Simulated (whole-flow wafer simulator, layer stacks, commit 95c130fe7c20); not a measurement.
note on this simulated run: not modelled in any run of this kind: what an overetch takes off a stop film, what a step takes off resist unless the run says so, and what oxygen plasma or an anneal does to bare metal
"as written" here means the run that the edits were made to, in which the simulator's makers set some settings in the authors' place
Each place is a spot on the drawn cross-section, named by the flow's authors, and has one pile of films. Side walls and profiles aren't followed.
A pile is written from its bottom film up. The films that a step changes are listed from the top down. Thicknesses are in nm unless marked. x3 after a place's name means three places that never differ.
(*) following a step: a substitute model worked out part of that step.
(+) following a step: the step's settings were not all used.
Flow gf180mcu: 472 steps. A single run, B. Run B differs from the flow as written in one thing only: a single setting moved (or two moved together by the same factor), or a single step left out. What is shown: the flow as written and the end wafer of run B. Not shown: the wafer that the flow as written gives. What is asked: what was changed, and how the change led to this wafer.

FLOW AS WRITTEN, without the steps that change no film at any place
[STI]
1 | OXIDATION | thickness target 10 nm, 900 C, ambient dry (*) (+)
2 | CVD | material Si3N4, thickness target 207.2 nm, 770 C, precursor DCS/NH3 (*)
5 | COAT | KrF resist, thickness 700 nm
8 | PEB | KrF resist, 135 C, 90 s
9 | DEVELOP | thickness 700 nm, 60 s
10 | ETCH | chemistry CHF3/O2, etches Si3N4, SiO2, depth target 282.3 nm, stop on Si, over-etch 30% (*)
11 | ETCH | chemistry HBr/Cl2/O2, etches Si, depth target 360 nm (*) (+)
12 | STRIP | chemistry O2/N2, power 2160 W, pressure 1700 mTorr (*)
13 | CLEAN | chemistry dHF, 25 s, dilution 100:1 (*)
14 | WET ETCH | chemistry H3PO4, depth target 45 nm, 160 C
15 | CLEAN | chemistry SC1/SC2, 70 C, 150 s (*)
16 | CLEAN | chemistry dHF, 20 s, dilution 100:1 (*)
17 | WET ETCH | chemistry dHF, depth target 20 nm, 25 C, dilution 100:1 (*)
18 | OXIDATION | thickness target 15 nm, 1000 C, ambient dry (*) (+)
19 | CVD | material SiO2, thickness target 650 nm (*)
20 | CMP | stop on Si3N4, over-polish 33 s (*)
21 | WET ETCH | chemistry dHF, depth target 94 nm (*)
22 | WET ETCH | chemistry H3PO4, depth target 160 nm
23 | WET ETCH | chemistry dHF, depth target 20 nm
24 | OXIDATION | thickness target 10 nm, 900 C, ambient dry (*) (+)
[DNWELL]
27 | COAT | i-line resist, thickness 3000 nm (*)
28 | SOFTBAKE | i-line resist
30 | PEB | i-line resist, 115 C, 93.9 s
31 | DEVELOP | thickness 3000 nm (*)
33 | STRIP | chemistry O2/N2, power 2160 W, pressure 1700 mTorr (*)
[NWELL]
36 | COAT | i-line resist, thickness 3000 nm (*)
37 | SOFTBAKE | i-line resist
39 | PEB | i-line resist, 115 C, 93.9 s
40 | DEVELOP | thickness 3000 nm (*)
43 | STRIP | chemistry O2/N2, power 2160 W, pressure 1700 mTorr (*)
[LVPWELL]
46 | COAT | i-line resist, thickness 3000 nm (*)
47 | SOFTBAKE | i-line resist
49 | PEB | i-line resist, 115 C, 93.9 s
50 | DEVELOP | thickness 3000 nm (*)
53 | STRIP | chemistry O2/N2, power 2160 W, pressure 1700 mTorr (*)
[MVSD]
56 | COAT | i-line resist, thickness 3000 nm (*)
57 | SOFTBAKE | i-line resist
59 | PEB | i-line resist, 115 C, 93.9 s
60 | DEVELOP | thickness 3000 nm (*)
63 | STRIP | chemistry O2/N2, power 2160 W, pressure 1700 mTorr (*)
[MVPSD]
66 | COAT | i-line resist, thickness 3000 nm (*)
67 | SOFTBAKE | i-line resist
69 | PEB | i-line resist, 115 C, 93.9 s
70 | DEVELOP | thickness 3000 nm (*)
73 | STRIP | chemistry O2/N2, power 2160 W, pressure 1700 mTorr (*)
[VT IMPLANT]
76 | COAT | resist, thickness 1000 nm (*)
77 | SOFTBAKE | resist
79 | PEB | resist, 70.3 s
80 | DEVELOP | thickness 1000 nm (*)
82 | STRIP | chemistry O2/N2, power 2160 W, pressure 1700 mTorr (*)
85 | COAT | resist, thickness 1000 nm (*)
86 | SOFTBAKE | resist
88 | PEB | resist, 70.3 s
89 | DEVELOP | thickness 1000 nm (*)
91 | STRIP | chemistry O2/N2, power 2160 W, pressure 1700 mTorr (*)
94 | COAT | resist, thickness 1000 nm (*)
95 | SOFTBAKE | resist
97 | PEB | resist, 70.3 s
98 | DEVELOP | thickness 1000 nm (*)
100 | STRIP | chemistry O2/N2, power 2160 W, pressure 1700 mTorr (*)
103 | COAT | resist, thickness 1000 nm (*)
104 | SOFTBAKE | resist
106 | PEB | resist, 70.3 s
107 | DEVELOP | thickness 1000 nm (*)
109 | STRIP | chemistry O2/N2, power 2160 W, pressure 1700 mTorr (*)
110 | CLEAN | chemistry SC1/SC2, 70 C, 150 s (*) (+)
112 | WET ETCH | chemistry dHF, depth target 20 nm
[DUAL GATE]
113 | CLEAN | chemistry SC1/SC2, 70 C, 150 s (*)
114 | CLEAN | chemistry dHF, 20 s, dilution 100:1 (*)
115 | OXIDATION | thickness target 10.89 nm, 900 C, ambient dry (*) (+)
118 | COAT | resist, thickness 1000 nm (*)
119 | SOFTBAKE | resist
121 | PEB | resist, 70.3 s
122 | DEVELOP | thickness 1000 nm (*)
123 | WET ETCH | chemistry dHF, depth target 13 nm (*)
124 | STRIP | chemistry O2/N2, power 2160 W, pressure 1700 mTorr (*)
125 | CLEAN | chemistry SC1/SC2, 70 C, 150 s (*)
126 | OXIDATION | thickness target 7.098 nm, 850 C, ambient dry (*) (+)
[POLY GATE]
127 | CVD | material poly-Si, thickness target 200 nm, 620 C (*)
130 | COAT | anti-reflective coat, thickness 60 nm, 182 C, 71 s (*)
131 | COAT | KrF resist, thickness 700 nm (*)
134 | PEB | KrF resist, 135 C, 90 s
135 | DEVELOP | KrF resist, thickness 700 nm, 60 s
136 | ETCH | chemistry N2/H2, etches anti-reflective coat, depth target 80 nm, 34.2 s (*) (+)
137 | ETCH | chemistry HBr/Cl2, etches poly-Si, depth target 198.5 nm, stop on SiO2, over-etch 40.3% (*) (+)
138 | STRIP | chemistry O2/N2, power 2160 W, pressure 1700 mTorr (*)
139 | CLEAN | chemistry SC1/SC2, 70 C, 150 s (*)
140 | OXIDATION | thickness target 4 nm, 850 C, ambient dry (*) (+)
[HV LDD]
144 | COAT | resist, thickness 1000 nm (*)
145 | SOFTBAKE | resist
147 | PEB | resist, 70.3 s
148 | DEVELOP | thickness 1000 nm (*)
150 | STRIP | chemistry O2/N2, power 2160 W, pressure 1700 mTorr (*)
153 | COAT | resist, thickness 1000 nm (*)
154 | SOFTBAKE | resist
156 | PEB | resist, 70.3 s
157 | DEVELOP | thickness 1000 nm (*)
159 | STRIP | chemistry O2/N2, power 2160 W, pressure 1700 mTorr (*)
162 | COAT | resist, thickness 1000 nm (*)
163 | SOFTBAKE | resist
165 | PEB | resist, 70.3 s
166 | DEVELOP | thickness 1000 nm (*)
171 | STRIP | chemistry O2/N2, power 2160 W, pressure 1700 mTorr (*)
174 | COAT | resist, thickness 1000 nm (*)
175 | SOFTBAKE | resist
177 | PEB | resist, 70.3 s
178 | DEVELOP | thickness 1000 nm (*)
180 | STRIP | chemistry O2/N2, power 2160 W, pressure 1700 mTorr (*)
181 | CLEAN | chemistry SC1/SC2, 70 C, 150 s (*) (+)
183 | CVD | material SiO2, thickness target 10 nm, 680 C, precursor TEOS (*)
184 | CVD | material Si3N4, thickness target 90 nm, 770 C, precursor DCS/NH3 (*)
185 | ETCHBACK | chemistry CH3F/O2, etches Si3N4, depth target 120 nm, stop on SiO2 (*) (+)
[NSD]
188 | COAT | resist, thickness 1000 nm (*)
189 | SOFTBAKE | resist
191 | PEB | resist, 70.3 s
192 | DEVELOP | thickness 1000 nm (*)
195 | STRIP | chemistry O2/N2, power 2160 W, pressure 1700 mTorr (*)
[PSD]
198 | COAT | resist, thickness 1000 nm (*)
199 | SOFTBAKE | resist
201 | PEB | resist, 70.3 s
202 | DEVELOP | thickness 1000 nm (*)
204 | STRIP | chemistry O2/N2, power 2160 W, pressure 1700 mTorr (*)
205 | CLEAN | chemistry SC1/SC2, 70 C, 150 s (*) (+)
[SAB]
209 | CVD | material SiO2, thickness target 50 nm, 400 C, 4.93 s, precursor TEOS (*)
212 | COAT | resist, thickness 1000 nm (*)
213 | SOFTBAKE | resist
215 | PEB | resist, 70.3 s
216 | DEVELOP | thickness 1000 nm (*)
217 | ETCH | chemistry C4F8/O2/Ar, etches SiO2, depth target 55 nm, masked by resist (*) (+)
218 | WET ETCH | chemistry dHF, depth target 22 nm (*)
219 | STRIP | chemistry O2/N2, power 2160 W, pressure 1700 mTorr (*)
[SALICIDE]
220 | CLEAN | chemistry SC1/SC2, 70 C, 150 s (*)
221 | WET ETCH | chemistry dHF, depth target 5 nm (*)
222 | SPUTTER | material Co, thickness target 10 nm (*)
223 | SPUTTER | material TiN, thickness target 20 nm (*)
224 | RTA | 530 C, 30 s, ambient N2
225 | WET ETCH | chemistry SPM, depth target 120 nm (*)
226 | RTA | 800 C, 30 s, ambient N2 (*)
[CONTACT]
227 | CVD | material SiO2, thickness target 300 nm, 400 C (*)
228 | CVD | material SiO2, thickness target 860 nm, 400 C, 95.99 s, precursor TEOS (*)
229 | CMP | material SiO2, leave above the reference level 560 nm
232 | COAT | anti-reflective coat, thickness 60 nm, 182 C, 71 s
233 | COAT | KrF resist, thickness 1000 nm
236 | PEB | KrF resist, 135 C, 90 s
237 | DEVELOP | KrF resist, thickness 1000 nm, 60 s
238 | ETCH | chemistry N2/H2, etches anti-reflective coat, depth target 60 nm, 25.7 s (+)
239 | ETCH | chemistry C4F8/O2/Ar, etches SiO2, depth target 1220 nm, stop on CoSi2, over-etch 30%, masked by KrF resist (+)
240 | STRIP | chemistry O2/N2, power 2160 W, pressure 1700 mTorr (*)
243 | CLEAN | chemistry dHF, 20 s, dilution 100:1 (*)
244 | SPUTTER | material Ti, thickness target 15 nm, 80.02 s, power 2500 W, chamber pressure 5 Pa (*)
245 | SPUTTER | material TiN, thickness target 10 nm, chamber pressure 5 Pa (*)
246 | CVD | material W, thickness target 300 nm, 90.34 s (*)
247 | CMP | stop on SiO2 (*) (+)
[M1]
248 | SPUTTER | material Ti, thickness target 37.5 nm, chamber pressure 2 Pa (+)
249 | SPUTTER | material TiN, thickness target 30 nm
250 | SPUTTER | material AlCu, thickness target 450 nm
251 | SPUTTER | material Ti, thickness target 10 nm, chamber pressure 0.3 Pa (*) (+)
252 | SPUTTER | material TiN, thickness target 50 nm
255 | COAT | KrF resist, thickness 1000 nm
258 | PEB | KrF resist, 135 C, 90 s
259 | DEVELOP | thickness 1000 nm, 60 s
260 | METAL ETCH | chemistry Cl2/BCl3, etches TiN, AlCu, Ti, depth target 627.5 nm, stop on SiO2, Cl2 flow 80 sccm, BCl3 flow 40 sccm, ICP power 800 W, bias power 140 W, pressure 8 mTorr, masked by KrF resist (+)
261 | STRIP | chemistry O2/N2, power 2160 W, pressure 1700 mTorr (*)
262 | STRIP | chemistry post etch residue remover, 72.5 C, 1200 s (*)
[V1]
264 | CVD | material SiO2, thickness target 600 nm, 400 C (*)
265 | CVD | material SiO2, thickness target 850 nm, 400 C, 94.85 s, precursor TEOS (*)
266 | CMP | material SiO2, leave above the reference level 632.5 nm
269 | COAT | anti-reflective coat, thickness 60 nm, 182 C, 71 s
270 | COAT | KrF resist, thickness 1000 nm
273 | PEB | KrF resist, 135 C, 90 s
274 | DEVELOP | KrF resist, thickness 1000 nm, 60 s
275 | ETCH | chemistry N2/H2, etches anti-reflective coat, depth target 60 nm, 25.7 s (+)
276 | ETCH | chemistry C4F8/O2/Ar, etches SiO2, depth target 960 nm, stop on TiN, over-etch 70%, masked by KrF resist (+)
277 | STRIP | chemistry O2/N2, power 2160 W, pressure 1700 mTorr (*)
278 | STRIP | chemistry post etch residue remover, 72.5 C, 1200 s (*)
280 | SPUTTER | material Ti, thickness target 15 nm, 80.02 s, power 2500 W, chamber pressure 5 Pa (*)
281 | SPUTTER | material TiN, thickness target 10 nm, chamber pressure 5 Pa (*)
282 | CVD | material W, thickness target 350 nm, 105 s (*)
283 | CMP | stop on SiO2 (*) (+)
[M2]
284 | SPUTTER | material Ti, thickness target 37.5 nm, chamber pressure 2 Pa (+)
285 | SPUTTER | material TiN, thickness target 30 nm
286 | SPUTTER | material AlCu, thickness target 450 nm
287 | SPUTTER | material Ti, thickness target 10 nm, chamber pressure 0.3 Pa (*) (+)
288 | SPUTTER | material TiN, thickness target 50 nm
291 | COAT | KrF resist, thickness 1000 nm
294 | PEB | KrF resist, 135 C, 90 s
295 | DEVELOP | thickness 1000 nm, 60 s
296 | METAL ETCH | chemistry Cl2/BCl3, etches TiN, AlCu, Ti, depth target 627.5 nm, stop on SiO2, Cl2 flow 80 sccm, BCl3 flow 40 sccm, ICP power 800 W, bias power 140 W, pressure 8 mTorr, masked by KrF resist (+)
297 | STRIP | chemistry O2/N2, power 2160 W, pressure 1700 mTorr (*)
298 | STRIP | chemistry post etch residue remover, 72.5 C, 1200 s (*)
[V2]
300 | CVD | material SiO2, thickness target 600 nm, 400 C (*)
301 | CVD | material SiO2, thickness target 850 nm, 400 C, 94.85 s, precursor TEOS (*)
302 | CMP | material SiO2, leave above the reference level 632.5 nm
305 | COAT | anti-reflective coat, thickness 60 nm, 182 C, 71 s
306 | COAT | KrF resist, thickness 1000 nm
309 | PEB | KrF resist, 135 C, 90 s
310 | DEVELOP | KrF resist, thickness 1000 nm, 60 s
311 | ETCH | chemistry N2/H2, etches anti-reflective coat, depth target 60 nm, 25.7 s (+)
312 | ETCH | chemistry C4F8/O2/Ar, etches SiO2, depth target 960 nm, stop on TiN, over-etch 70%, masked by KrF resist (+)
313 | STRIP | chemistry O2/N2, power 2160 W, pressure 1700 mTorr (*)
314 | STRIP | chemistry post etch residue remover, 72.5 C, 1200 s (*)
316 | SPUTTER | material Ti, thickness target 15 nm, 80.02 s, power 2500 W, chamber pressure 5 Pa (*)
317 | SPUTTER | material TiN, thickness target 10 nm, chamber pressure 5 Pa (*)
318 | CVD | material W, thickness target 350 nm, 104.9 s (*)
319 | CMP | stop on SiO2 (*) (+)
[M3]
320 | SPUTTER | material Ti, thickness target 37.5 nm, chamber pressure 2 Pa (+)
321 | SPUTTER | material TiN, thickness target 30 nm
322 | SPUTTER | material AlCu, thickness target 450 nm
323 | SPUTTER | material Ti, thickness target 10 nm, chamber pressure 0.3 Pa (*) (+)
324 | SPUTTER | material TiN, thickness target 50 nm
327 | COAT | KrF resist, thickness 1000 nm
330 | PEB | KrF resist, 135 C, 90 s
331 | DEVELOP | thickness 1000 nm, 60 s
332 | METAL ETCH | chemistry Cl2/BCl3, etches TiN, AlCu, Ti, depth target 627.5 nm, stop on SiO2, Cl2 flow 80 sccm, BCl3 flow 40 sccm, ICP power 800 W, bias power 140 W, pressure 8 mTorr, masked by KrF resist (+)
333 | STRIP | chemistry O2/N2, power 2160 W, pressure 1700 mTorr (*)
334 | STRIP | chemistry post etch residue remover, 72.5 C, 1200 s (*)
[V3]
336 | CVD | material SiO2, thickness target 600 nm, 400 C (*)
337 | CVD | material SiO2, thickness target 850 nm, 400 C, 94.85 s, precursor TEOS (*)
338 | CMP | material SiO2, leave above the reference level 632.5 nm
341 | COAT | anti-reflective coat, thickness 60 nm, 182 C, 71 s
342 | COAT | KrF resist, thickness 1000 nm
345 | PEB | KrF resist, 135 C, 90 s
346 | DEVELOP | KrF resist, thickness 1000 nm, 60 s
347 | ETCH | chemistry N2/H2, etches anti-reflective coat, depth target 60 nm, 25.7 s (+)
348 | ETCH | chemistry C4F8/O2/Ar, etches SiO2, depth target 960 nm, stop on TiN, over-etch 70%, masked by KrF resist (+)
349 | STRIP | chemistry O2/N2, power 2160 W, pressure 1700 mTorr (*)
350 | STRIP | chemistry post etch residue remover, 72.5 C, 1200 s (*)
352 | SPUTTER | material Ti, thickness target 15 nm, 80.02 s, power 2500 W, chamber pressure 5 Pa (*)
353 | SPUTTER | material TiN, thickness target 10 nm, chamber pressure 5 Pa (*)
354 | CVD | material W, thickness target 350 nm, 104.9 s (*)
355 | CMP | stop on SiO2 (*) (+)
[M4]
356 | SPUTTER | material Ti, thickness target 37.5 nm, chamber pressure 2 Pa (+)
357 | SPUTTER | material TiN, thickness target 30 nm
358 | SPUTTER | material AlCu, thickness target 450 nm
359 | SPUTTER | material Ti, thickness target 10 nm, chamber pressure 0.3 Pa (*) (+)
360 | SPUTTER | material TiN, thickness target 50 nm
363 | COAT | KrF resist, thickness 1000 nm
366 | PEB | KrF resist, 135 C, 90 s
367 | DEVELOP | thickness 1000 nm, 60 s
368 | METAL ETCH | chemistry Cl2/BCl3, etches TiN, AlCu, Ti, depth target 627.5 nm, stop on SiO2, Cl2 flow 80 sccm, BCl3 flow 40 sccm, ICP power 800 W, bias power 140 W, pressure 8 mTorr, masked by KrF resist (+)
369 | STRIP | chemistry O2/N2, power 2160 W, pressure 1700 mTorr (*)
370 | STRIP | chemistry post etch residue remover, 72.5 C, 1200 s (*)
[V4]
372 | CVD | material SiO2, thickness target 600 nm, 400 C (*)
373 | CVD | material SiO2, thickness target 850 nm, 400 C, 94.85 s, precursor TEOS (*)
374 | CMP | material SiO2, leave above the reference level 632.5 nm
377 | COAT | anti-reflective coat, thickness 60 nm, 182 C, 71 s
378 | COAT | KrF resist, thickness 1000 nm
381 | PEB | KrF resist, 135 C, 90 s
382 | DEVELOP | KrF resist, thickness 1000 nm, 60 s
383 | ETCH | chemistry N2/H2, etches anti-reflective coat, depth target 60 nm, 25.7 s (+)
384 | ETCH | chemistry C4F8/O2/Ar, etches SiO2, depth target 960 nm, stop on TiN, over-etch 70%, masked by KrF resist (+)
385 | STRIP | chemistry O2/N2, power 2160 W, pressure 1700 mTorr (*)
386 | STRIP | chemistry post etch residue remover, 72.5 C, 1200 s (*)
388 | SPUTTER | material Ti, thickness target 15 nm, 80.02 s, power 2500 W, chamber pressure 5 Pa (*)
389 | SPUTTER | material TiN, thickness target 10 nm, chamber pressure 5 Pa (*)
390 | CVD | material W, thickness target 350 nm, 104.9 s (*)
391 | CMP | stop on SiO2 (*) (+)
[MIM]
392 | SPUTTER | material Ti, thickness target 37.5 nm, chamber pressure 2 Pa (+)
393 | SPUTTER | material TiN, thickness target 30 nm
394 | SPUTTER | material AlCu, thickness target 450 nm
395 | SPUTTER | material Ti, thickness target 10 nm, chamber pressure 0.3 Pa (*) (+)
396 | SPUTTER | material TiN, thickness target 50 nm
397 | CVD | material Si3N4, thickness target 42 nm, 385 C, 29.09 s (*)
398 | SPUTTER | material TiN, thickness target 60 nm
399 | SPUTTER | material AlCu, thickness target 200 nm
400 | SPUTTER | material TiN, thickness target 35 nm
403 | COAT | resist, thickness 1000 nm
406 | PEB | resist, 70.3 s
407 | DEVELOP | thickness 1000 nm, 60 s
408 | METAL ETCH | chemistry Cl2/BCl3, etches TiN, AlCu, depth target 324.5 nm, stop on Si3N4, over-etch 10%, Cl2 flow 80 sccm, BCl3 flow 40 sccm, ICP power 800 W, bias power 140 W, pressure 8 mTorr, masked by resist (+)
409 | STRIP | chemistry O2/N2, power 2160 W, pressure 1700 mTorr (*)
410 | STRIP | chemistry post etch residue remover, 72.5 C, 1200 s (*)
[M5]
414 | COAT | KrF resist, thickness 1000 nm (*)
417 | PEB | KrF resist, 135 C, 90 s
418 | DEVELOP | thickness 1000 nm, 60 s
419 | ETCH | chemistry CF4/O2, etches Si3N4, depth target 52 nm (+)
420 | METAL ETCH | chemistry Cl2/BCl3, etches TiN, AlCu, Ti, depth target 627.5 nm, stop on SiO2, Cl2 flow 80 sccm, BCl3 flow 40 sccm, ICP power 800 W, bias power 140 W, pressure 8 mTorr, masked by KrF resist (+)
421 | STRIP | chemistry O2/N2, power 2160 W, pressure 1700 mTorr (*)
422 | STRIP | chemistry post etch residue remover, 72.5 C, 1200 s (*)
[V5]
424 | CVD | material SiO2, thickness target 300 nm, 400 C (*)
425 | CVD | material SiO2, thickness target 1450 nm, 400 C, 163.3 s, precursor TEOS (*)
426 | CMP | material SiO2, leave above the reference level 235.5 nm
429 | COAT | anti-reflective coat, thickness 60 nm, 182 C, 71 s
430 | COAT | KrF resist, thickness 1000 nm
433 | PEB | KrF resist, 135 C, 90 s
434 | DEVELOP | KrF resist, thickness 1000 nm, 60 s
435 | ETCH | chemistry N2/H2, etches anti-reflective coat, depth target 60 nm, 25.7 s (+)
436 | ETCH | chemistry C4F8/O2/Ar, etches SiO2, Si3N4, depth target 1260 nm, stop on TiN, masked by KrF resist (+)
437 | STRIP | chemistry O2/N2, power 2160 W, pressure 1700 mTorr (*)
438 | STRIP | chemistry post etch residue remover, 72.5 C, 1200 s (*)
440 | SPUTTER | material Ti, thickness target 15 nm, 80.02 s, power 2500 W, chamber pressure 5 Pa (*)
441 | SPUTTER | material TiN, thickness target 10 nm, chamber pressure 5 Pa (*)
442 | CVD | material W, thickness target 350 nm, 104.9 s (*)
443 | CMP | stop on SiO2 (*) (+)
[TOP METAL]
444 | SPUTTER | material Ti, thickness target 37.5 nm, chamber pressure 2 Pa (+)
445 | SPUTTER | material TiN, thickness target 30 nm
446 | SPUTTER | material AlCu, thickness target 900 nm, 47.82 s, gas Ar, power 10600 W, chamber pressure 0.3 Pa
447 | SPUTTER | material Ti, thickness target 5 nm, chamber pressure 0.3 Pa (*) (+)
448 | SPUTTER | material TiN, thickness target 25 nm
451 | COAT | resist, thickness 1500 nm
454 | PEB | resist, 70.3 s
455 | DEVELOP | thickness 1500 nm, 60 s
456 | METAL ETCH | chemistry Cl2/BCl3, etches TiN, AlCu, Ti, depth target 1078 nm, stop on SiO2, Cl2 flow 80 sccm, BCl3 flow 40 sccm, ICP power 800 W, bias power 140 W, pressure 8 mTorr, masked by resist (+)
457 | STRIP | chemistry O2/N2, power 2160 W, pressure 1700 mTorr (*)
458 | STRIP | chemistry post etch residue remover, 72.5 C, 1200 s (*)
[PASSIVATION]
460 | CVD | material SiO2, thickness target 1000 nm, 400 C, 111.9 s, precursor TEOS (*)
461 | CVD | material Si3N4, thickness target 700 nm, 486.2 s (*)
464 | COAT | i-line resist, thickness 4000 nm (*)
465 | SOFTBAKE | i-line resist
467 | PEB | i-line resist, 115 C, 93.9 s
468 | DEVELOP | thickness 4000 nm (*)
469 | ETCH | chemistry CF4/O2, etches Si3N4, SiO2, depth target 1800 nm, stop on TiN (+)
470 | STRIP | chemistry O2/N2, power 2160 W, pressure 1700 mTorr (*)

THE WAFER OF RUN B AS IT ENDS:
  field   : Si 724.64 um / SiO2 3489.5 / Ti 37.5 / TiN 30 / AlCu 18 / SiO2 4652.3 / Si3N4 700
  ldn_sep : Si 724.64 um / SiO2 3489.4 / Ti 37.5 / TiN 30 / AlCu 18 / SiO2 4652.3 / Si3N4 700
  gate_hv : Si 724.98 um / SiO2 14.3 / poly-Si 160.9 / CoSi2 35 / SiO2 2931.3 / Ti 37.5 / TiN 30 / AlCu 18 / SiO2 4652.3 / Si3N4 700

The reason: step 332, METAL ETCH: depth target 486.3 nm was run, while the flow as written has depth target 627.5 nm.

Step by step, how the change led to this:
  332 | METAL ETCH | chemistry Cl2/BCl3, etches TiN, AlCu, Ti, depth target 627.5 nm, stop on SiO2, Cl2 flow 80 sccm, BCl3 flow 40 sccm, ICP power 800 W, bias power 140 W, pressure 8 mTorr, masked by KrF resist (+)
      field, field__w1, field__w2 and 103 more: TiN loses 50 (all of it), Ti loses 10 (all of it), AlCu loses 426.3 (as written it would have been: TiN loses 50 (all of it), Ti loses 10 (all of it), AlCu loses 450 (all of it), TiN loses 30 (all of it), Ti loses 37.5 (all of it))
      field__w8, contact, m1, m1__w1, m1_nw: KrF resist loses 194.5 (as written it would have been: KrF resist loses 251)
  333 | STRIP | chemistry O2/N2, power 2160 W, pressure 1700 mTorr (*)
      field__w8, contact, m1, m1__w1, m1_nw: KrF resist loses 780 (all of it) (as written it would have been: KrF resist loses 723.5 (all of it))
  334 | STRIP | chemistry post etch residue remover, 72.5 C, 1200 s (*)
      field, field__w1, field__w2 and 103 more: AlCu loses 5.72 (as written it would have been: nothing)
  336 | CVD | material SiO2, thickness target 600 nm, 400 C (*)
      field, field__w1, field__w2 and 103 more: SiO2 gains 600 (new film) (as written it would have been: SiO2 gains 600)
  338 | CMP | material SiO2, leave above the reference level 632.5 nm
      field, field__w1, field__w2 and 103 more: SiO2 loses 385.5 (as written it would have been: SiO2 loses 300)
Taking metal films that touch as one body, field has 1 body; the flow as written gives 0 bodies.
Taking metal films that touch as one body, ldn_sep has 1 body; the flow as written gives 0 bodies.
Taking metal films that touch as one body, gate_hv has 2 bodies (between them, from the top down: SiO2 2931.3); the flow as written gives 1 body.
